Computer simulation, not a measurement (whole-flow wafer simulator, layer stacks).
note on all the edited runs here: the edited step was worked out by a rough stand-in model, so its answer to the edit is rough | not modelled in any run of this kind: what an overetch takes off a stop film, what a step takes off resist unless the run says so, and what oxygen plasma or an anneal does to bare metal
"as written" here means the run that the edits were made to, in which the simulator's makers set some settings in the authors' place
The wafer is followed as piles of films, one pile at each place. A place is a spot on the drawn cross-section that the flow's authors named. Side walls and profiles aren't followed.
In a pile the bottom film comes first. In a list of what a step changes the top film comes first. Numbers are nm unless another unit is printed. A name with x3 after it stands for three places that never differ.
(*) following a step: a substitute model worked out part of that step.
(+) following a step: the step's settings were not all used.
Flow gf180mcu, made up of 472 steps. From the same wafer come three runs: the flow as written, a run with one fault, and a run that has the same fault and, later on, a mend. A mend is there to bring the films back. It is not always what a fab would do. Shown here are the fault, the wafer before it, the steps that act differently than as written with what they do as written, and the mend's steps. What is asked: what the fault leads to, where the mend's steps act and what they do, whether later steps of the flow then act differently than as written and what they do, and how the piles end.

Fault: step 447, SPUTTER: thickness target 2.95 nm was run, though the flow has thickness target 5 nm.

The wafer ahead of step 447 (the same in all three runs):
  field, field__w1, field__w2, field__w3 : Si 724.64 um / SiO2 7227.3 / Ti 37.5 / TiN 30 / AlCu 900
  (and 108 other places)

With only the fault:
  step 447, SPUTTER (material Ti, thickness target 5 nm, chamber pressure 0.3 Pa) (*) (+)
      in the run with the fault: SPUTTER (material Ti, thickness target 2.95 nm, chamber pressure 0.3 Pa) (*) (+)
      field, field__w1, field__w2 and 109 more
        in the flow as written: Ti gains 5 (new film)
        in the run with the fault: Ti gains 2.95 (new film)
  Steps further on in the flow that do not act as written (4 other steps are not shown; they differ only slightly, by no more than 2% or 0.5 nm, whichever is larger):
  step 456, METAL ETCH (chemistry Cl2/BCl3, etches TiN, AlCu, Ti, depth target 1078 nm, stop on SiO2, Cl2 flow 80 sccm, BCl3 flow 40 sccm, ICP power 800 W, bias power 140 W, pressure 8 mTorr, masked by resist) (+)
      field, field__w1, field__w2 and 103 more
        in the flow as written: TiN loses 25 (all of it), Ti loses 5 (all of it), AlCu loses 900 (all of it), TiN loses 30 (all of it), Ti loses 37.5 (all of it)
        in the run with the fault: TiN loses 25 (all of it), Ti loses 2.95 (all of it), AlCu loses 900 (all of it), TiN loses 30 (all of it), Ti loses 37.5 (all of it)
  At field__w8, contact, m1, m1__w1, pad, m1_nw, the piles at the end differ from the flow's by more than 2% or 0.5 nm, whichever is larger.
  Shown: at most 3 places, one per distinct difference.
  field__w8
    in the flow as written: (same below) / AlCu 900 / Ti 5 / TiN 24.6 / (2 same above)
    in the run with the fault: (same below) / AlCu 900 / Ti 2.95 / TiN 24.6 / (2 same above)
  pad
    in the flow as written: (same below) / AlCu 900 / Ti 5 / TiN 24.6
    in the run with the fault: (same below) / AlCu 900 / Ti 2.95 / TiN 24.6

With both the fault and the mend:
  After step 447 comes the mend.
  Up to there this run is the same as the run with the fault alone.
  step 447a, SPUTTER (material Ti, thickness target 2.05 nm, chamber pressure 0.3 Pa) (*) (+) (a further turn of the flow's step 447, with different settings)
      field, field__w1, field__w2 and 109 more
        Ti gains 2.05
  Later steps of the flow that are run all act as written at every place that is followed.
  By the end, the piles equal the flow's at every place that both follow.
